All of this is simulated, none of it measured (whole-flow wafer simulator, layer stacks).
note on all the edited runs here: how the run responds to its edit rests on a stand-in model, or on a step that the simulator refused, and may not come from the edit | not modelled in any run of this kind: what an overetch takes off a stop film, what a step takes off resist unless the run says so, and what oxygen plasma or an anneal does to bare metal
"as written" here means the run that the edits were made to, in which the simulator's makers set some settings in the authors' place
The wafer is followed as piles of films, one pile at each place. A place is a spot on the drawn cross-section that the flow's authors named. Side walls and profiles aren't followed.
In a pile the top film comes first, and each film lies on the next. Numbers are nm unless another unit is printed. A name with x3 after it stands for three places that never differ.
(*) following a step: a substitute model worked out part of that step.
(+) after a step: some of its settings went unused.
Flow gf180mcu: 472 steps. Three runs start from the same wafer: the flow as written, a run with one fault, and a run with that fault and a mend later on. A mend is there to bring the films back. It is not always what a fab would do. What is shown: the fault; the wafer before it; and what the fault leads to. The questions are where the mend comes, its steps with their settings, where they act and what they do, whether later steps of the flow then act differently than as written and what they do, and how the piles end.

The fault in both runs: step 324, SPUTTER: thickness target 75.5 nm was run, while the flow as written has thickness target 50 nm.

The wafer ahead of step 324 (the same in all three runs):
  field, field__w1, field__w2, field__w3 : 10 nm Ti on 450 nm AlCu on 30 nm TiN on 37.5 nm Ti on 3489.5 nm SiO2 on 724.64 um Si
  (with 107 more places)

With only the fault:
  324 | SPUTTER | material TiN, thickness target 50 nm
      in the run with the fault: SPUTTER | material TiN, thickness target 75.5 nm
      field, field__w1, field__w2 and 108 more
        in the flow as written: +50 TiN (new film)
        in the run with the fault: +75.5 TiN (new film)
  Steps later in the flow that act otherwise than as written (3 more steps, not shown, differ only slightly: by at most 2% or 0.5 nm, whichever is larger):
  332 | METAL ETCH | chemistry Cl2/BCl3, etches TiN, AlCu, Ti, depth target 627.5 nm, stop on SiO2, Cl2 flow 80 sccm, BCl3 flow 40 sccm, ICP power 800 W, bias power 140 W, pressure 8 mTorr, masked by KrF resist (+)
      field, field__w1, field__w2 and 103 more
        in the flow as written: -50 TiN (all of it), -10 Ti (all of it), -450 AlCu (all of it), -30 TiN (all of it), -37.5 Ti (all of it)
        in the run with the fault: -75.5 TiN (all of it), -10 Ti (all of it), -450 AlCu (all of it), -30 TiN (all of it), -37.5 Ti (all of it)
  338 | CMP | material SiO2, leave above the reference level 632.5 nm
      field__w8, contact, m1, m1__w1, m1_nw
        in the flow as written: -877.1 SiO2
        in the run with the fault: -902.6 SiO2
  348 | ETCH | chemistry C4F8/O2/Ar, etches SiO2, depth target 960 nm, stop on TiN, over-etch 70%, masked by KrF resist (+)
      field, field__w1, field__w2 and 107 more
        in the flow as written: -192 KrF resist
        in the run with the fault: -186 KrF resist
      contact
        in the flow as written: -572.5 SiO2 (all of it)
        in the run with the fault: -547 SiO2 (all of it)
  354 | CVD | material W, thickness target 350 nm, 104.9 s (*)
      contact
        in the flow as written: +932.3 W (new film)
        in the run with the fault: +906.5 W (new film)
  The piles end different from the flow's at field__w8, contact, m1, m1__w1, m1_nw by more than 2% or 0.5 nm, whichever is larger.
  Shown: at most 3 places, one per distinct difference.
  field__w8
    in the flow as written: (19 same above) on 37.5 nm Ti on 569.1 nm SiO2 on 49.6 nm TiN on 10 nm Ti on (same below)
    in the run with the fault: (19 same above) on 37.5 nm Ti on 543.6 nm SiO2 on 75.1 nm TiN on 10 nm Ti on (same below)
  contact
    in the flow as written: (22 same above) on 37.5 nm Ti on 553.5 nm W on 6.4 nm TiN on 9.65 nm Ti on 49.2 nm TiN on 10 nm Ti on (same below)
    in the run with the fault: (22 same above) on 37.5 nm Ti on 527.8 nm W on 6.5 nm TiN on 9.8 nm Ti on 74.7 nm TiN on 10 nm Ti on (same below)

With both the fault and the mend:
  The mend follows step 331.
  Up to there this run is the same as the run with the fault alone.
  331a | STRIP | chemistry O2/N2, power 2160 W, pressure 1700 mTorr (*)
      field__w8, contact, m1, m1__w1, m1_nw
        -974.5 KrF resist (all of it)
  331b | METAL ETCH | chemistry Cl2/BCl3, etches TiN, AlCu, Ti, depth target 25.5 nm, Cl2 flow 80 sccm, BCl3 flow 40 sccm, ICP power 800 W, bias power 140 W, pressure 8 mTorr (the flow's step 260 again, with other settings)
      field, field__w1, field__w2 and 108 more
        -25.5 TiN
  331c | HMDS | 120 C, 60 s (the flow's step 326 again)
      alters no film at any place that is followed
  331d | COAT | KrF resist, thickness 1000 nm (the flow's step 327 again)
      field, field__w1, field__w2 and 108 more
        +1000 KrF resist (new film)
  331e | SOFTBAKE | KrF resist (the flow's step 328 again)
      alters no film at any place that is followed
  331f | EXPOSE | photomask Metal3 (the flow's step 329 again)
      alters no film at any place that is followed
  331g | PEB | KrF resist, 135 C, 90 s (the flow's step 330 again)
      field, field__w1, field__w2 and 108 more
        -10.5 KrF resist
  331h | DEVELOP | thickness 1000 nm, 60 s (the flow's step 331 again)
      field, field__w1, field__w2 and 103 more
        -989.5 KrF resist (all of it)
      field__w8, contact, m1, m1__w1, m1_nw
        -14.9 KrF resist
  None of the later steps of the flow acts differently than as written at any place that is followed.
  The piles end the same as the flow's at every place that both follow.
